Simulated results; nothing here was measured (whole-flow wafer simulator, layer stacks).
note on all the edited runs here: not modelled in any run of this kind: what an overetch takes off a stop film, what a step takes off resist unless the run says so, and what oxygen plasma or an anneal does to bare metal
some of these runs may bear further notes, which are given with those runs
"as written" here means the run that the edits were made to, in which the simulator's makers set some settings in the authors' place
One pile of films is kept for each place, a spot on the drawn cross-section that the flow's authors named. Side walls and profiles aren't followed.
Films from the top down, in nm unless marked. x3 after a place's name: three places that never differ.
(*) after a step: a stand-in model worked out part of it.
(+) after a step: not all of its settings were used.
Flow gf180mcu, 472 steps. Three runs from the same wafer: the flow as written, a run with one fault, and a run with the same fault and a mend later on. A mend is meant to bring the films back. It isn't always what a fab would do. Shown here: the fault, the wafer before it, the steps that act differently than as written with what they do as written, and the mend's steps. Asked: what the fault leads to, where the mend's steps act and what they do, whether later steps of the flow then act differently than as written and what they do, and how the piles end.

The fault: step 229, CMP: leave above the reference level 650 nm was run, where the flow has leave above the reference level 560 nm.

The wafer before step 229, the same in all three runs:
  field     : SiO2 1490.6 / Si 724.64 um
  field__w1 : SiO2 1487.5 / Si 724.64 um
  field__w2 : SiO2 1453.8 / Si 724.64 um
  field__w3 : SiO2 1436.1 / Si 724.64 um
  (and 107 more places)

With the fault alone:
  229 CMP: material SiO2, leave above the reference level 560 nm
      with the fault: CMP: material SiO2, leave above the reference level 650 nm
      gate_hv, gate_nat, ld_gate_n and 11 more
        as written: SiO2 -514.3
        with the fault: SiO2 -424.3
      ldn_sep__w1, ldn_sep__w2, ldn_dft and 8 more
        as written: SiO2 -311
        with the fault: SiO2 -221
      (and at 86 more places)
  Later steps of the flow that act differently than as written (2 more steps differ only slightly, by at most 2% or 0.5 nm, whichever is larger, and aren't shown):
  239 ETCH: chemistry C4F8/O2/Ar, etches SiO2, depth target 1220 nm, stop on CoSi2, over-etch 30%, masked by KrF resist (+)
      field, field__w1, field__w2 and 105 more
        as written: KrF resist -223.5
        with the fault: KrF resist -244
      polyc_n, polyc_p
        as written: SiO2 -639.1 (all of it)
        with the fault: SiO2 -729.1 (all of it)
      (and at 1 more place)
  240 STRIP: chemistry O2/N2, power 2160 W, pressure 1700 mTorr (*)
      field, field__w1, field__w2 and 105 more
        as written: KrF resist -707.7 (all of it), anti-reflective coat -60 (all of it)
        with the fault: KrF resist -687.2 (all of it), anti-reflective coat -60 (all of it)
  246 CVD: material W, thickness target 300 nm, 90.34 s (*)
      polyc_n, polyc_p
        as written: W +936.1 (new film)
        with the fault: W +1026.1 (new film)
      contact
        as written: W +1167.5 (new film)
        with the fault: W +1258.2 (new film)
  At the end the piles differ from the flow's by more than 2% or 0.5 nm, whichever is larger, at field__w8, contact, m1 and 6 more.
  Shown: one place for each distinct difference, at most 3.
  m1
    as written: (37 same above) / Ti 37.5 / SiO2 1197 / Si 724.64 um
    with the fault: (37 same above) / Ti 37.5 / SiO2 1287 / Si 724.64 um
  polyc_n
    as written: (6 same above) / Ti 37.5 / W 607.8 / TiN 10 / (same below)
    with the fault: (6 same above) / Ti 37.5 / W 697.8 / TiN 10 / (same below)
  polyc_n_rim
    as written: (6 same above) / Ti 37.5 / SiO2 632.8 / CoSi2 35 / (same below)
    with the fault: (6 same above) / Ti 37.5 / SiO2 722.8 / CoSi2 35 / (same below)

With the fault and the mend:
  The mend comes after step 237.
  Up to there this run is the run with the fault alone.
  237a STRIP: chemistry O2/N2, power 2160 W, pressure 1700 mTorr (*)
      field, field__w1, field__w2 and 105 more
        KrF resist -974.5 (all of it), anti-reflective coat -60 (all of it)
      contact, polyc_n, polyc_p
        anti-reflective coat -60 (all of it)
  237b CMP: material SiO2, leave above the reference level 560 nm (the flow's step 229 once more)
      field, field__w1, field__w2 and 108 more
        SiO2 -90
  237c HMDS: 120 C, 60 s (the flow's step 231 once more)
      changes no film at any place that is followed
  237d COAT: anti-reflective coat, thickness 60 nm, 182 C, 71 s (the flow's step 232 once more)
      field, field__w1, field__w2 and 108 more
        anti-reflective coat +60 (new film)
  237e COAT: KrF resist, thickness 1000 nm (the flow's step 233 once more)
      field, field__w1, field__w2 and 108 more
        KrF resist +1000 (new film)
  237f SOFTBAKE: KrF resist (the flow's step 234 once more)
      changes no film at any place that is followed
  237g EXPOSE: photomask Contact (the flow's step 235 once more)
      changes no film at any place that is followed
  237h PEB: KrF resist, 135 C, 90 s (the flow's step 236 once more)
      field, field__w1, field__w2 and 108 more
        KrF resist -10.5
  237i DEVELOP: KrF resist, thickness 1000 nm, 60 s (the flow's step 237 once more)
      field, field__w1, field__w2 and 105 more
        KrF resist -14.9
      contact, polyc_n, polyc_p
        KrF resist -989.5 (all of it)
  No later step of the flow acts differently than as written at any place that is followed.
  At the end the piles are the same as the flow's at every place that both follow.
